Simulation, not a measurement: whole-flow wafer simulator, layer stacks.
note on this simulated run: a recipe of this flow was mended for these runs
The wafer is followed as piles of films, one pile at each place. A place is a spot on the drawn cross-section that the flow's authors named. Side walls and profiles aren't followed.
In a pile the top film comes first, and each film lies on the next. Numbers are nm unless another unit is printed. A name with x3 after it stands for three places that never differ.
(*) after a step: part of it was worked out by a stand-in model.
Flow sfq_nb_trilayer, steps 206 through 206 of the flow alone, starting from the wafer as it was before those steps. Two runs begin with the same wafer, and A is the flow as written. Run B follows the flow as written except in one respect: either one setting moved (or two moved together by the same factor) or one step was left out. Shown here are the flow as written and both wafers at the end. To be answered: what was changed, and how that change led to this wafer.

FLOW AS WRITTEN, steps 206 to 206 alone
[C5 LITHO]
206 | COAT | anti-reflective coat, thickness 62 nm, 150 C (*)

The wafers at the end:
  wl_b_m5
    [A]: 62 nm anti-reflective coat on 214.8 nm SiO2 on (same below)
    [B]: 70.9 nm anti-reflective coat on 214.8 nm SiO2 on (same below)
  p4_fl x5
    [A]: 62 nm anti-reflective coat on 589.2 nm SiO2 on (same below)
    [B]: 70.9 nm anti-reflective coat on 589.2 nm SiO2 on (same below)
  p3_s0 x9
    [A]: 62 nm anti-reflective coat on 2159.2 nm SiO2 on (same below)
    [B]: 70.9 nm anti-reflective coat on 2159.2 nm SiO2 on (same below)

The reason: step 206, COAT: thickness 70.9 nm was run, whereas the flow has thickness 62 nm.
One can read it off the wafer: wl_b_m5 has anti-reflective coat 70.9, and step 206 as written asks for 62 nm.

How this came from the change, step by step:
  206 | COAT | anti-reflective coat, thickness 62 nm, 150 C (*)
      p4_fl x5, p4_w1 x9, p3_s0 x9 and 42 more: A anti-reflective coat gains 62 (new film) | B anti-reflective coat gains 70.9 (new film)
      r5r_line_l, r5r_line_c, r5r_line_r: A anti-reflective coat gains 35.5 (new film) | B anti-reflective coat gains 44.4 (new film)
      (also at 38 further places)
